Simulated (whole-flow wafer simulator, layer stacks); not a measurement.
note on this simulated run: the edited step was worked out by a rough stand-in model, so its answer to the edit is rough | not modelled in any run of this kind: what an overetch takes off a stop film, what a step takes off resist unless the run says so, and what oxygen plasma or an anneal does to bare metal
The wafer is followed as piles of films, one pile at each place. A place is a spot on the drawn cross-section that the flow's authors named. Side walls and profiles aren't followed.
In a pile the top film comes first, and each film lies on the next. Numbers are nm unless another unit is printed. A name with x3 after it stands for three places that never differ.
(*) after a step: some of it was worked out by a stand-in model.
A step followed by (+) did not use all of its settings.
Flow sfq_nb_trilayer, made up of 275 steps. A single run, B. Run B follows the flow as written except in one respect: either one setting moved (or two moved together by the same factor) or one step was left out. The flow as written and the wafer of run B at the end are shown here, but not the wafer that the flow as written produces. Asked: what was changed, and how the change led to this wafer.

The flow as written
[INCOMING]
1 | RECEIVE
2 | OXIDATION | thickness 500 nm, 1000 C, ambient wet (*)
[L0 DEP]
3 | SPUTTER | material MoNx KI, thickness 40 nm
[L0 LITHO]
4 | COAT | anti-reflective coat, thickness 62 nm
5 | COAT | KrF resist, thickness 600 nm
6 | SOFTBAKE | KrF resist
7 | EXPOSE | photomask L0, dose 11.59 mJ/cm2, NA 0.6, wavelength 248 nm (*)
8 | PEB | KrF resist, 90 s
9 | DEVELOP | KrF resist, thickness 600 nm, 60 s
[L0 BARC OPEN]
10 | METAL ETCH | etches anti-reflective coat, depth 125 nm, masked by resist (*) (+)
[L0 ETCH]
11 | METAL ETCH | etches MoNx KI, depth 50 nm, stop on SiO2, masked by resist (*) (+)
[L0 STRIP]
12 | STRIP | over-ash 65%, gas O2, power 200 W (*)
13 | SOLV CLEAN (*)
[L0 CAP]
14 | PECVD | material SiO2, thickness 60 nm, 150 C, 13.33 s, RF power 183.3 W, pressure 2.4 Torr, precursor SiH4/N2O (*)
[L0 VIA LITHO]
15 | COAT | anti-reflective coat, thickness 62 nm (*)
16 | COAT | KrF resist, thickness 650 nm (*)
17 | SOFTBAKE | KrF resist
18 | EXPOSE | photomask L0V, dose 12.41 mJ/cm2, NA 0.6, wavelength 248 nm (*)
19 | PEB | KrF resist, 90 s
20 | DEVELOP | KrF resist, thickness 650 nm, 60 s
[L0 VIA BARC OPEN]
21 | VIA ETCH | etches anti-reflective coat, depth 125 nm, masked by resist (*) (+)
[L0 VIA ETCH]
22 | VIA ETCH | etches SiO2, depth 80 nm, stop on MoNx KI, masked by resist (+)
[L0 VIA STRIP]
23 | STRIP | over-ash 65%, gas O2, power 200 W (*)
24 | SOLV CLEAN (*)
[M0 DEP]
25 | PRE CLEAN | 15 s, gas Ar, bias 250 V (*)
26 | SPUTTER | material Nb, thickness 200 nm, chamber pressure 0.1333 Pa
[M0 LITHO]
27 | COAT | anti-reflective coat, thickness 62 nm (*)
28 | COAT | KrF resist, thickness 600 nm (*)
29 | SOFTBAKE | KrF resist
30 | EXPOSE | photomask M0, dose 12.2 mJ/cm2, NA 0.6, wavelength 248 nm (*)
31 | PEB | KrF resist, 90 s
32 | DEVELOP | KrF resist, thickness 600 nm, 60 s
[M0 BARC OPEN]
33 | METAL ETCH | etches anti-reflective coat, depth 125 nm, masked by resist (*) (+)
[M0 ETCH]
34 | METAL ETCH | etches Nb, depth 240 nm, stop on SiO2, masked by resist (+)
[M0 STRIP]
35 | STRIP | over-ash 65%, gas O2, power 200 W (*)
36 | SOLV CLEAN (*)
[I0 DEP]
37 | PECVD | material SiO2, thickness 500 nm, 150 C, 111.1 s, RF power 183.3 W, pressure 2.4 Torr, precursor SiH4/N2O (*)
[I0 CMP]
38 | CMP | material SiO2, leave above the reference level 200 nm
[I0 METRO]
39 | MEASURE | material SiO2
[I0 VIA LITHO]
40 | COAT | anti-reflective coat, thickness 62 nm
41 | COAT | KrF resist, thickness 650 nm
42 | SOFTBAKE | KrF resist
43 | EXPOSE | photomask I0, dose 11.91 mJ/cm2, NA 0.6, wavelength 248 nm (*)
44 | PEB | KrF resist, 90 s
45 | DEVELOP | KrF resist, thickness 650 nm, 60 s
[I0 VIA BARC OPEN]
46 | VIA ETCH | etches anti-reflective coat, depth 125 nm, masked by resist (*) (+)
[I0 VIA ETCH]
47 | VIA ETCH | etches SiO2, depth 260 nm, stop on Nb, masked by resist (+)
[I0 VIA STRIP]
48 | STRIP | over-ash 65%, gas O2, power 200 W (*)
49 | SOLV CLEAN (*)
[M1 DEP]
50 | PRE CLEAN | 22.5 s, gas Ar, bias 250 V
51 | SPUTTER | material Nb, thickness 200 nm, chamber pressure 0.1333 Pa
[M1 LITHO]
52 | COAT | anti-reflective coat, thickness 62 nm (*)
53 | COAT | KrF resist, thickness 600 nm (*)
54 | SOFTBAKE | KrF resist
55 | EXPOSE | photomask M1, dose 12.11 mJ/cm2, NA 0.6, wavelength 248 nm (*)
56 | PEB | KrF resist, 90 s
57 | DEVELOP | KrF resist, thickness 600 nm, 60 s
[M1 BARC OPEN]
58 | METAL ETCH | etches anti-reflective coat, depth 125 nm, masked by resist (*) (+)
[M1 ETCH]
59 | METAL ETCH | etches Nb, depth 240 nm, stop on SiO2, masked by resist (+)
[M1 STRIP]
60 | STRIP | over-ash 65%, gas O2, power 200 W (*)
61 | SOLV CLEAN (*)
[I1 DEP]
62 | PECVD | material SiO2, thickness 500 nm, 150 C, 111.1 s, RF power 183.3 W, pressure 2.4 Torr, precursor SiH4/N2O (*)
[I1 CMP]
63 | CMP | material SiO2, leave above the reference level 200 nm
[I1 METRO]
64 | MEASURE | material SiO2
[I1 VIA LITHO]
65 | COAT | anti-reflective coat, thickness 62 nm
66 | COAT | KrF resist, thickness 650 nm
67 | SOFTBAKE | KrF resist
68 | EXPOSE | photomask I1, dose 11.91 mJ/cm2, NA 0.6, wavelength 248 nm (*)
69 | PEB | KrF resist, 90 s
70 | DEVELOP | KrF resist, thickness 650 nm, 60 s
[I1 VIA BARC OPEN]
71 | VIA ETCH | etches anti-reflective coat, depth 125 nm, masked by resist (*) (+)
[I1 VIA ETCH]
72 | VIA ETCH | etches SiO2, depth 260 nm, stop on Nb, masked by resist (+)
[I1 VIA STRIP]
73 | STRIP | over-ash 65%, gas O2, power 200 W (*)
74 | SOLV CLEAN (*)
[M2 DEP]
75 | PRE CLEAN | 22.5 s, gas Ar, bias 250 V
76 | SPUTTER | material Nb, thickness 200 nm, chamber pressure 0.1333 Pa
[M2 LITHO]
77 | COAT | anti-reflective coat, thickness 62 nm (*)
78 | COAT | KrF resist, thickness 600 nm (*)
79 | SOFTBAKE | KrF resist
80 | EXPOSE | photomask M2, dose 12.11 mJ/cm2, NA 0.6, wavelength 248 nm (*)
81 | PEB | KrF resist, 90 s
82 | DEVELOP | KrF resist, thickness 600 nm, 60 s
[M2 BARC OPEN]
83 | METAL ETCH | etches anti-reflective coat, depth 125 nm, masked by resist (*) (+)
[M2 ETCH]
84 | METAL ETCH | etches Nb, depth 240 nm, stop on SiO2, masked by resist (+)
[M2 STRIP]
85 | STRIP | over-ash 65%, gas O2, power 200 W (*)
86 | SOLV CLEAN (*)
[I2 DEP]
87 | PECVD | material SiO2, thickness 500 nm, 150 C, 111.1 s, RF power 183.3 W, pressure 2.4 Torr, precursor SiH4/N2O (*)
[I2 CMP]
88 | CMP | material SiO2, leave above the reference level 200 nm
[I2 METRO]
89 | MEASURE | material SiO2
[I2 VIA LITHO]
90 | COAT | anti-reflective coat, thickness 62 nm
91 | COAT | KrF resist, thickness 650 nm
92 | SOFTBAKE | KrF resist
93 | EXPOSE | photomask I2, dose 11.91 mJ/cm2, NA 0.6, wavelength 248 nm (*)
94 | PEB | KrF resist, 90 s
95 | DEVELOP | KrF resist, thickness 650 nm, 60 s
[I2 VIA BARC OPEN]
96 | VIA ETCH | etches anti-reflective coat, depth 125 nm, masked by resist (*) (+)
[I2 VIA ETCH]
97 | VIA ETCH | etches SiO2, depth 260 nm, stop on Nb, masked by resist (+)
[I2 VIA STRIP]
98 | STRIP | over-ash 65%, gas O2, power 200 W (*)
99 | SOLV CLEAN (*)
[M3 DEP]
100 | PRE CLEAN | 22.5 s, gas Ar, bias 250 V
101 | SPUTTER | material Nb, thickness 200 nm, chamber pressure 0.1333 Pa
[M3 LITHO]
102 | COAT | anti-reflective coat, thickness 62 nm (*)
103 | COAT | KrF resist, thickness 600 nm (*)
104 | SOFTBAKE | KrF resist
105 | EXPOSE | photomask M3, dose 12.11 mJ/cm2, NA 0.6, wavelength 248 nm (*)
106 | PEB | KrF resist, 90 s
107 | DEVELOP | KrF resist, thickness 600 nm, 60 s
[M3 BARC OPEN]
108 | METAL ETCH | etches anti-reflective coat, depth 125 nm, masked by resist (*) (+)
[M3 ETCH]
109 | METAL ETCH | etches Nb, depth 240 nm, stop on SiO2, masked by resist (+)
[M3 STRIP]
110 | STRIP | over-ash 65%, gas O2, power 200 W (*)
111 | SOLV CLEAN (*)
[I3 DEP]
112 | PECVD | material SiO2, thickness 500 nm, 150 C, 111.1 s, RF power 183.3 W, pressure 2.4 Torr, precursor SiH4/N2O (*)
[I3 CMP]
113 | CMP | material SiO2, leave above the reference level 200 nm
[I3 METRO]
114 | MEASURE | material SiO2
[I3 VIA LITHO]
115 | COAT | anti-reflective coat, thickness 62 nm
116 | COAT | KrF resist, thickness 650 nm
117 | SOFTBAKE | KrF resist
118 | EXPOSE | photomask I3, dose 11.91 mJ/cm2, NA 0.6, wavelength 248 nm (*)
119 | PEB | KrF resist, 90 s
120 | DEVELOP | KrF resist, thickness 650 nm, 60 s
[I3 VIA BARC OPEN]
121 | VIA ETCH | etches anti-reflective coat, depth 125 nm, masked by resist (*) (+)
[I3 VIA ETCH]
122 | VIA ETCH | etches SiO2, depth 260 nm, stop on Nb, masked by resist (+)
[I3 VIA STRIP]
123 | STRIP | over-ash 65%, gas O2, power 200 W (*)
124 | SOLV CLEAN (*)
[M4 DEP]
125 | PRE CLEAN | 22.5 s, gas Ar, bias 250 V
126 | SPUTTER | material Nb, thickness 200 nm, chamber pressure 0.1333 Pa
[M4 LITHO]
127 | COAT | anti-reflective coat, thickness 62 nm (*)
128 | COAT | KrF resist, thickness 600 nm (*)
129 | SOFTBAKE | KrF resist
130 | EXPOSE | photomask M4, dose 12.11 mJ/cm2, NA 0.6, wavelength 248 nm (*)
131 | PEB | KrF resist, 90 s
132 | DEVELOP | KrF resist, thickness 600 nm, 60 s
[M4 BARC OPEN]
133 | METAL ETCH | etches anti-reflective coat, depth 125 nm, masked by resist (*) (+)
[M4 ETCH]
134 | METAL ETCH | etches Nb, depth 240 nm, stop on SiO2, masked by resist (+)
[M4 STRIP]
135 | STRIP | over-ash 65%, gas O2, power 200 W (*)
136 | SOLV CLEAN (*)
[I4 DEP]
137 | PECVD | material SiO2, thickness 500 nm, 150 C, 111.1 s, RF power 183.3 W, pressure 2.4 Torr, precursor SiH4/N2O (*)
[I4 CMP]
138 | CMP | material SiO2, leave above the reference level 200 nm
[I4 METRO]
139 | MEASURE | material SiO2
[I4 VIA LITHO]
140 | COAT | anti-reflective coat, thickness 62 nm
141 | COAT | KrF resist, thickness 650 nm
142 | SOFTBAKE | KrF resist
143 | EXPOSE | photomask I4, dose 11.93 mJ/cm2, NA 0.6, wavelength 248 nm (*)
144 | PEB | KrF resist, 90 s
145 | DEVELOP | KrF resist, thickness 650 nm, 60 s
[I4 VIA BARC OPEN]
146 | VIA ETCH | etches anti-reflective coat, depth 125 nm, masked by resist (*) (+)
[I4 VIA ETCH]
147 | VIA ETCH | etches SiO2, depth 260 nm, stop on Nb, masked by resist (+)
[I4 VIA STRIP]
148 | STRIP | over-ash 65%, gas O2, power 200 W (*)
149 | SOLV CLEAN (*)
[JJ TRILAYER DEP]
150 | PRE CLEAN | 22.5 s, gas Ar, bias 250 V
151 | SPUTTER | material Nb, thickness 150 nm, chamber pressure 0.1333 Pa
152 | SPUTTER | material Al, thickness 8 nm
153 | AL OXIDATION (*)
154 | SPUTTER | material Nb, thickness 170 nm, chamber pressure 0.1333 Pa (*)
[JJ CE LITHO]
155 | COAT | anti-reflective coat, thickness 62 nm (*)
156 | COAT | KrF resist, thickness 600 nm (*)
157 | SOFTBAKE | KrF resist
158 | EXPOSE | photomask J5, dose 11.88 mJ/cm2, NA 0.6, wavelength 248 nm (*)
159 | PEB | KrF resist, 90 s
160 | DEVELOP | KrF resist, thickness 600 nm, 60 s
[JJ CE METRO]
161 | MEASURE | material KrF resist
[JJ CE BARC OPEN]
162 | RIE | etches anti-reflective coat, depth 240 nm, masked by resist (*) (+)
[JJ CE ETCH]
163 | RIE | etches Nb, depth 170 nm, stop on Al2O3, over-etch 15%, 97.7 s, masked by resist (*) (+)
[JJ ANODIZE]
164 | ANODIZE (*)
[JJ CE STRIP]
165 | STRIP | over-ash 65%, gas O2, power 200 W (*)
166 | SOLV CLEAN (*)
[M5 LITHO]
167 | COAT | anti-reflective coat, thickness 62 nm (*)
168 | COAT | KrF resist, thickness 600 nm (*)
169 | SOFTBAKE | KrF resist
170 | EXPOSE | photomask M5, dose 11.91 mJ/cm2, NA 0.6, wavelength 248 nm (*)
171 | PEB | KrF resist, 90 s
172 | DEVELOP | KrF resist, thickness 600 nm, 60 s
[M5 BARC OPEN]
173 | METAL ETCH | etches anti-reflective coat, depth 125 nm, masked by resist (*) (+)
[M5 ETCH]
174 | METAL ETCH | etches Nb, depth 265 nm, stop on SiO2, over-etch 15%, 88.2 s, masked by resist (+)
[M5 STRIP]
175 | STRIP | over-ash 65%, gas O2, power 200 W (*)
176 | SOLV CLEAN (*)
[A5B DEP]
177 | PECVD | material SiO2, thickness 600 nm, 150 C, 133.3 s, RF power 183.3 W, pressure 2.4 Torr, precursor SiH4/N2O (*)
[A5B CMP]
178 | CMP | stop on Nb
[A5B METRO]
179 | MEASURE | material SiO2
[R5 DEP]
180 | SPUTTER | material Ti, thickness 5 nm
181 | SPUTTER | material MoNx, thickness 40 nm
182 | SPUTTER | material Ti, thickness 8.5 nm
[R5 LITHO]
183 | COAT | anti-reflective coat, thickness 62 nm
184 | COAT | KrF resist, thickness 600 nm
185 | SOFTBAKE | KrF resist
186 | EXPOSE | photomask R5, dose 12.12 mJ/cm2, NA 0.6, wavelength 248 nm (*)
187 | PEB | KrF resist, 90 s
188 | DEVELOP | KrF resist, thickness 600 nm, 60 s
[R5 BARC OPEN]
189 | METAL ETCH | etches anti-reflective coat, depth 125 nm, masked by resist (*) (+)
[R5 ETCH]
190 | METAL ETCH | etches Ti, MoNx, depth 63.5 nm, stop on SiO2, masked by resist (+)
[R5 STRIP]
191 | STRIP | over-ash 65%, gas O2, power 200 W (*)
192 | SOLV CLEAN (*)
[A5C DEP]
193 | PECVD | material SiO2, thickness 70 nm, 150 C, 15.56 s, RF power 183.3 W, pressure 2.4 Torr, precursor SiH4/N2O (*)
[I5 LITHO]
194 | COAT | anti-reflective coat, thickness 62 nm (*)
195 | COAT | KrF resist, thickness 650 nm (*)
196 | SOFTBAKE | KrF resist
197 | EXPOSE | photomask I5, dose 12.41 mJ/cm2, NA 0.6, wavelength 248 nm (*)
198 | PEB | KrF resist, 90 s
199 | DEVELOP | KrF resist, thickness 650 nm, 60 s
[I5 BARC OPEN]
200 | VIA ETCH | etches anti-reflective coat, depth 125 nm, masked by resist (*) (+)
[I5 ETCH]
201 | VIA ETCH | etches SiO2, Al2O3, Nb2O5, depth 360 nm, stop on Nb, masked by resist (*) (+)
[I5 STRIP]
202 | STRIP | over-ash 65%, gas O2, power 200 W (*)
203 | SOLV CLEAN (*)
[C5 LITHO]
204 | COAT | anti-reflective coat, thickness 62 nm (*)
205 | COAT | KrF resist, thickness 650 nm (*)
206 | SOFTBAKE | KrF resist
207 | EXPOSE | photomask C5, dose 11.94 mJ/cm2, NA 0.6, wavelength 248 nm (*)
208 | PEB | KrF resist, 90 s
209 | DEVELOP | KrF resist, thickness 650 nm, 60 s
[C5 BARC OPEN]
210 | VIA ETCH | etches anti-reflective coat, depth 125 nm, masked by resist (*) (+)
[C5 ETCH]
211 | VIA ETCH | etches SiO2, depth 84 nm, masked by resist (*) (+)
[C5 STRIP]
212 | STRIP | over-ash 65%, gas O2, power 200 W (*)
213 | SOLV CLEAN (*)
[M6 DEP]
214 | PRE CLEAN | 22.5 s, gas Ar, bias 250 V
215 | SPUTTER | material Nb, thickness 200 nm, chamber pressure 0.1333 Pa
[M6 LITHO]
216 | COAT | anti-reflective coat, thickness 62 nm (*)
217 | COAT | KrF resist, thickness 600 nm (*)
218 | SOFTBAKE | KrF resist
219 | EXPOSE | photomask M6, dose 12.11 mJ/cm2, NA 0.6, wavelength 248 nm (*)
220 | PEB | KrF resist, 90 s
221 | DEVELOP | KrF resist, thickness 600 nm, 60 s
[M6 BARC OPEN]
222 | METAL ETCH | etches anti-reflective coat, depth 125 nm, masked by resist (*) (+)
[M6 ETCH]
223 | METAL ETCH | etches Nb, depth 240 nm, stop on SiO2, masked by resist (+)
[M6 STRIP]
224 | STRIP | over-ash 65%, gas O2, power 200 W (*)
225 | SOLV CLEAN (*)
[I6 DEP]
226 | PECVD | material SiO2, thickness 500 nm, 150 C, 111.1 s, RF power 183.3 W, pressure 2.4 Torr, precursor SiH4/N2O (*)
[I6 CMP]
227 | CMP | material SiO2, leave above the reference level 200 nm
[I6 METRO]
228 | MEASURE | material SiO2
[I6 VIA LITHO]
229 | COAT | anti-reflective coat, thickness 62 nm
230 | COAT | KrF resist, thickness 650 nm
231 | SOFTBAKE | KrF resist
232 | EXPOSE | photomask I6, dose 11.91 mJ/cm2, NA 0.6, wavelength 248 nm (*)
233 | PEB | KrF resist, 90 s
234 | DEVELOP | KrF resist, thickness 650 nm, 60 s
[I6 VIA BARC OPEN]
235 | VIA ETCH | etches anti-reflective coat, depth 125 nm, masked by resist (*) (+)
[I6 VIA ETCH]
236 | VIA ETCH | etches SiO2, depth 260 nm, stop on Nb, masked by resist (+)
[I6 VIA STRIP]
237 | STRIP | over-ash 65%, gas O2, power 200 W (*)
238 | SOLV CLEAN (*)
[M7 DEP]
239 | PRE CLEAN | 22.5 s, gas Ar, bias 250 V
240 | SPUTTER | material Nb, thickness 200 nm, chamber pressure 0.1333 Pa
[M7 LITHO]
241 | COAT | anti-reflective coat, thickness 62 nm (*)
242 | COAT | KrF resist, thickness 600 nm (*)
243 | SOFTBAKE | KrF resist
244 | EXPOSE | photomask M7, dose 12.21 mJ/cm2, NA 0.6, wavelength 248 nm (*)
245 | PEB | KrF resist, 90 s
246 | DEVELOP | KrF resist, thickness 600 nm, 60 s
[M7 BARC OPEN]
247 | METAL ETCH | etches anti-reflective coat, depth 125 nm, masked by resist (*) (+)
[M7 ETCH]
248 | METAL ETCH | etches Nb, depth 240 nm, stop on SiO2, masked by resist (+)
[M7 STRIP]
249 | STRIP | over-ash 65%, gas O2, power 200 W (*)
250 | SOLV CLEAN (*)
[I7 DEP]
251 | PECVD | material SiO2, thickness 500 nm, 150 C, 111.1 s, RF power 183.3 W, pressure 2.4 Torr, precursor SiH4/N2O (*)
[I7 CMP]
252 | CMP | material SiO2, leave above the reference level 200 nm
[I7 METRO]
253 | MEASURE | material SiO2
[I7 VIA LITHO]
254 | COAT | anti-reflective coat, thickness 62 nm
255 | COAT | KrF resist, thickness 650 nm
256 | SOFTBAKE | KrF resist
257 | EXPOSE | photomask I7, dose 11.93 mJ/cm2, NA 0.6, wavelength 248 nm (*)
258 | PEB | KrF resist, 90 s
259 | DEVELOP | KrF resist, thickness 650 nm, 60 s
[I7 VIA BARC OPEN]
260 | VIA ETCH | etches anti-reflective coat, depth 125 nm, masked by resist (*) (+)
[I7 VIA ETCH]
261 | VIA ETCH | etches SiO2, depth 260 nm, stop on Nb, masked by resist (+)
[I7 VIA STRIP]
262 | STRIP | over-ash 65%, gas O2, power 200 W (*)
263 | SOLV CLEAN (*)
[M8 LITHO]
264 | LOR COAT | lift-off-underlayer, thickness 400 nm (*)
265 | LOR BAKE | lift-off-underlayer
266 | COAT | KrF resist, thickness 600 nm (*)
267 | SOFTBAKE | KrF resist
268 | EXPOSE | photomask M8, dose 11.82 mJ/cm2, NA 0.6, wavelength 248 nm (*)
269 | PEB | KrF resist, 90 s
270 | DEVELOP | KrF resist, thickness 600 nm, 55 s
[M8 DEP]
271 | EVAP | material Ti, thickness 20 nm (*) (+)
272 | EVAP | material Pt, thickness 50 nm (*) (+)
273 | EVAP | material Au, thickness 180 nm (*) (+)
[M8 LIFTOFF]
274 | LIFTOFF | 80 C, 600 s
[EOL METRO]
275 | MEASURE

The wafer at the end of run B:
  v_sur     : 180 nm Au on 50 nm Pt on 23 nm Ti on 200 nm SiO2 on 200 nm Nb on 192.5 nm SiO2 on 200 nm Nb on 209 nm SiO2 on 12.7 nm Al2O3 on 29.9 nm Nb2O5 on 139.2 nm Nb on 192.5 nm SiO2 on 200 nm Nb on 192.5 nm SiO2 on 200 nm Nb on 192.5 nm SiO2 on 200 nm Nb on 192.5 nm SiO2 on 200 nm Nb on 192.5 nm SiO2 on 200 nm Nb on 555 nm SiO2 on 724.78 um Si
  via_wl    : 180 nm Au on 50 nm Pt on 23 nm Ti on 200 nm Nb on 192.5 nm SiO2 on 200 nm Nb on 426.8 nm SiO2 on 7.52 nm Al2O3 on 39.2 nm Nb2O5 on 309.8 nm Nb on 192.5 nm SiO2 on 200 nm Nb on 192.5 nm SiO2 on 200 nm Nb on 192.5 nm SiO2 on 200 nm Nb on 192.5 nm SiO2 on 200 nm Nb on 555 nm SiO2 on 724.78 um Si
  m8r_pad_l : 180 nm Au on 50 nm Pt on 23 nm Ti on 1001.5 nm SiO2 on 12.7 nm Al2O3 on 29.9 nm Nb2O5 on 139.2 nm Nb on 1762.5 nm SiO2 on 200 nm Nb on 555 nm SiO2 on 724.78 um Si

The reason: step 271, EVAP: thickness 23 nm was run, while the flow as written has thickness 20 nm.
The wafer lets one read it off: v_sur has Ti 23, and step 271 as written asks for 20 nm.

Step by step, how the change led to this:
  271 | EVAP | material Ti, thickness 20 nm (*) (+)
      field_l, v_sur, via_wl and 103 more: +23 Ti (new film) (in the flow as written it would be: +20 Ti (new film))
  274 | LIFTOFF | 80 C, 600 s
      p4_fl, p4_fm, p4_w1 and 71 more: -180 Au (all of it), -50 Pt (all of it), -23 Ti (all of it), -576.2 KrF resist (all of it), -400 lift-off-underlayer (all of it) (in the flow as written it would be: -180 Au (all of it), -50 Pt (all of it), -20 Ti (all of it), -576.2 KrF resist (all of it), -400 lift-off-underlayer (all of it))
      c5j, ce_r: -180 Au (all of it), -50 Pt (all of it), -23 Ti (all of it), -573.3 KrF resist (all of it), -399.3 lift-off-underlayer (all of it) (in the flow as written it would be: -180 Au (all of it), -50 Pt (all of it), -20 Ti (all of it), -573.3 KrF resist (all of it), -399.3 lift-off-underlayer (all of it))
      (and at 19 other places as well)
